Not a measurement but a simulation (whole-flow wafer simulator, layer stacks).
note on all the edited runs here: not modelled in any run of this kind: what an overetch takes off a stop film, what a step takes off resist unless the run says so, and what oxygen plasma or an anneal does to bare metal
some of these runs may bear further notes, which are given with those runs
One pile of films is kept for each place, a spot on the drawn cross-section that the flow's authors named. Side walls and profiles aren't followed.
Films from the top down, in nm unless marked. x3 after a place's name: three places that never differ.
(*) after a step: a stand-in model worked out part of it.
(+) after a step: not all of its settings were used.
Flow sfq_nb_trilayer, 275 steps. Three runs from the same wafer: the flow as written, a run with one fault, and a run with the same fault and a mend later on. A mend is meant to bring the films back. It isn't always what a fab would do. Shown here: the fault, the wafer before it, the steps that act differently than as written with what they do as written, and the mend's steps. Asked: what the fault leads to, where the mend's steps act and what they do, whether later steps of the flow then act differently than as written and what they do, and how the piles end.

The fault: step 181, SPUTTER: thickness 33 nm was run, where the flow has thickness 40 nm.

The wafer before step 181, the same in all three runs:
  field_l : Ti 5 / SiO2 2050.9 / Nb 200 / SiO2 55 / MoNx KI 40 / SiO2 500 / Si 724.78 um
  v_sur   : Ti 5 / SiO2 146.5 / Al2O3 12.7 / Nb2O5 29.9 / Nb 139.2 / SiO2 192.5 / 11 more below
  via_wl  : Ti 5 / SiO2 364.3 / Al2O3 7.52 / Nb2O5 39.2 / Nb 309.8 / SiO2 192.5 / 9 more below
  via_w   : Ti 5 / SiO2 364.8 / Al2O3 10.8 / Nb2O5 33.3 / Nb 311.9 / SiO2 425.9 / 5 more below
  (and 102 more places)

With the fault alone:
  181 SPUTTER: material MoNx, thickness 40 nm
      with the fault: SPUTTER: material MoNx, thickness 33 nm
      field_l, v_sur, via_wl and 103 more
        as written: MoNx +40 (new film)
        with the fault: MoNx +33 (new film)
  Later steps of the flow that act differently than as written (11 more steps differ only slightly, by at most 2% or 0.5 nm, whichever is larger, and aren't shown):
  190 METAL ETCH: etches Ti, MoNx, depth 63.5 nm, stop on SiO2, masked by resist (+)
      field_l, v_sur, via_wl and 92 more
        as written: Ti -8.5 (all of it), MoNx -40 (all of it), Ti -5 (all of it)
        with the fault: Ti -8.5 (all of it), MoNx -33 (all of it), Ti -5 (all of it)
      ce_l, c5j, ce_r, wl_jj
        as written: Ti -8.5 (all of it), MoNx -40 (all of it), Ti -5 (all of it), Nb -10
        with the fault: Ti -8.5 (all of it), MoNx -33 (all of it), Ti -5 (all of it), Nb -17
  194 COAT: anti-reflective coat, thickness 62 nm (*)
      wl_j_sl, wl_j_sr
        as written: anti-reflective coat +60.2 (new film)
        with the fault: anti-reflective coat +58.9 (new film)
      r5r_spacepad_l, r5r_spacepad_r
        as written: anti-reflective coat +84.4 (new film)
        with the fault: anti-reflective coat +81.4 (new film)
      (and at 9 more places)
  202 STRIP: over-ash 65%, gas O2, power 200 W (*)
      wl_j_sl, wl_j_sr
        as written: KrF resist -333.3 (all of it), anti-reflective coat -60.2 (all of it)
        with the fault: KrF resist -333.4 (all of it), anti-reflective coat -58.9 (all of it)
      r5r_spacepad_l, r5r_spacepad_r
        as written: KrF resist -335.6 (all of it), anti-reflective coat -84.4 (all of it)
        with the fault: KrF resist -335.4 (all of it), anti-reflective coat -81.4 (all of it)
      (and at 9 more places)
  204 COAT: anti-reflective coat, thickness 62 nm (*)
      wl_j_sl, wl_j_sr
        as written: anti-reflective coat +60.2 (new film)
        with the fault: anti-reflective coat +58.9 (new film)
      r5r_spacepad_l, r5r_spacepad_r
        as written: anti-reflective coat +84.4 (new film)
        with the fault: anti-reflective coat +81.4 (new film)
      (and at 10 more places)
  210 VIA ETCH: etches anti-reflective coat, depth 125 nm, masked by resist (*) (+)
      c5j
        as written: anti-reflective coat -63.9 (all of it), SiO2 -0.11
        with the fault: anti-reflective coat -65.9 (all of it), SiO2 -0.1
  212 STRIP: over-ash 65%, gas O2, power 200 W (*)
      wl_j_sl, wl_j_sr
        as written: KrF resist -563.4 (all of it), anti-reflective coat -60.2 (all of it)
        with the fault: KrF resist -563 (all of it), anti-reflective coat -58.9 (all of it)
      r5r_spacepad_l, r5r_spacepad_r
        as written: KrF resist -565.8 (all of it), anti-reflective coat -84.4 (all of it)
        with the fault: KrF resist -565 (all of it), anti-reflective coat -81.4 (all of it)
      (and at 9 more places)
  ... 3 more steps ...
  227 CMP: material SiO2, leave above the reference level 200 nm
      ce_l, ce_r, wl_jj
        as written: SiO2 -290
        with the fault: SiO2 -283
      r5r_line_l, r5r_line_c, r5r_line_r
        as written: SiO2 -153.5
        with the fault: SiO2 -146.5
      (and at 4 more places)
  At the end the piles differ from the flow's by more than 2% or 0.5 nm, whichever is larger, at ce_l, c5j, ce_r and 8 more.
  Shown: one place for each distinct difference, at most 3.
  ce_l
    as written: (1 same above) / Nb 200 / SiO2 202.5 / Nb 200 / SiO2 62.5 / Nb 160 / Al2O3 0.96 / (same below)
    with the fault: (1 same above) / Nb 200 / SiO2 209.5 / Nb 200 / SiO2 62.5 / Nb 153 / Al2O3 0.96 / (same below)
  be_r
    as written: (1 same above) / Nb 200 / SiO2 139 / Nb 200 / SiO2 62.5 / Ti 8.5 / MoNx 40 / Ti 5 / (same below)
    with the fault: (1 same above) / Nb 200 / SiO2 146 / Nb 200 / SiO2 62.5 / Ti 8.5 / MoNx 33 / Ti 5 / (same below)
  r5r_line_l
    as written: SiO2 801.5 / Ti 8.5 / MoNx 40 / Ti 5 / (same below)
    with the fault: SiO2 808.5 / Ti 8.5 / MoNx 33 / Ti 5 / (same below)

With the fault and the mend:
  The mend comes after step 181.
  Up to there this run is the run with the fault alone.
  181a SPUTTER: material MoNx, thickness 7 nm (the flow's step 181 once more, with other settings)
      field_l, v_sur, via_wl and 103 more
        MoNx +7
  No later step of the flow acts differently than as written at any place that is followed.
  At the end the piles are the same as the flow's at every place that both follow.
